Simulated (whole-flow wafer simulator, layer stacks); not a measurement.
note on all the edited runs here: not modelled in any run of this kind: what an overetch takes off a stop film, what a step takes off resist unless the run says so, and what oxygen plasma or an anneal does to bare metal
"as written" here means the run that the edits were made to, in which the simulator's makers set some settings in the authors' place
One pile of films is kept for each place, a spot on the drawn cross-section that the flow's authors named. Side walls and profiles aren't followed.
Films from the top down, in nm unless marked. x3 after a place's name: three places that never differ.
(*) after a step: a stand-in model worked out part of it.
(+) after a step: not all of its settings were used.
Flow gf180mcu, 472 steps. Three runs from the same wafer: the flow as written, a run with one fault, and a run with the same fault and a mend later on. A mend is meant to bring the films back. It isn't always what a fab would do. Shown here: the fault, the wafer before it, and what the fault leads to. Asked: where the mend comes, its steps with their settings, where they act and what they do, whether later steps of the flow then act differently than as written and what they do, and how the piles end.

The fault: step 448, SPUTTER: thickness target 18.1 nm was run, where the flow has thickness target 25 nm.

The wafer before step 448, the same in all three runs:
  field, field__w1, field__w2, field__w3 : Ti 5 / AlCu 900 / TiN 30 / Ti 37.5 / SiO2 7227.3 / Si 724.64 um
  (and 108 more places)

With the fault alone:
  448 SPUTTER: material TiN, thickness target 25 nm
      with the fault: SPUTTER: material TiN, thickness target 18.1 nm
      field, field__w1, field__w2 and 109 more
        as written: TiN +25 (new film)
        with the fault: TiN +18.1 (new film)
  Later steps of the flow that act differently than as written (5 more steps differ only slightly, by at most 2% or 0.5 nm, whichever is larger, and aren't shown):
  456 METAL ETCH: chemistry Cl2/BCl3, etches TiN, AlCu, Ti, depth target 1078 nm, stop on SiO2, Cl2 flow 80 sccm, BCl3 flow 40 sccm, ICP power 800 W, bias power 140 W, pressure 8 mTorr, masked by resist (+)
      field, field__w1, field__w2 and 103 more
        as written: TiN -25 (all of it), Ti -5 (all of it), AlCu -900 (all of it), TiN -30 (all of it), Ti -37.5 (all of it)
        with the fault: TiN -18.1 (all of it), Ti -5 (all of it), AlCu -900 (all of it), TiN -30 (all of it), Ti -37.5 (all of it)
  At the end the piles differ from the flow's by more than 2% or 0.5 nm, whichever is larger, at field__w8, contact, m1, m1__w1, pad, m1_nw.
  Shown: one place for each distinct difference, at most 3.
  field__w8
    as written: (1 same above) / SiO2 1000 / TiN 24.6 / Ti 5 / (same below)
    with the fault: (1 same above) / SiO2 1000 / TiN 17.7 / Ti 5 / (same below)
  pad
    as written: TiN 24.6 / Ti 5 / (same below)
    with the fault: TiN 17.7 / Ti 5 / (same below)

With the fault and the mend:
  The mend comes after step 455.
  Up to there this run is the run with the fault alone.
  455a STRIP: chemistry O2/N2, power 2160 W, pressure 1700 mTorr (*)
      field__w8, contact, m1, m1__w1, pad, m1_nw
        resist -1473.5 (all of it)
  455b SPUTTER: material TiN, thickness target 6.9 nm (the flow's step 448 once more, with other settings)
      field, field__w1, field__w2 and 109 more
        TiN +6.9
  455c HMDS: 120 C, 60 s (the flow's step 450 once more)
      changes no film at any place that is followed
  455d COAT: resist, thickness 1500 nm (the flow's step 451 once more)
      field, field__w1, field__w2 and 109 more
        resist +1500 (new film)
  455e SOFTBAKE: resist (the flow's step 452 once more)
      changes no film at any place that is followed
  455f EXPOSE: photomask MetalTop (the flow's step 453 once more)
      changes no film at any place that is followed
  455g PEB: resist, 70.3 s (the flow's step 454 once more)
      field, field__w1, field__w2 and 109 more
        resist -26.5
  455h DEVELOP: thickness 1500 nm, 60 s (the flow's step 455 once more)
      field, field__w1, field__w2 and 103 more
        resist -1473.5 (all of it)
  No later step of the flow acts differently than as written at any place that is followed.
  At the end the piles are the same as the flow's at every place that both follow.
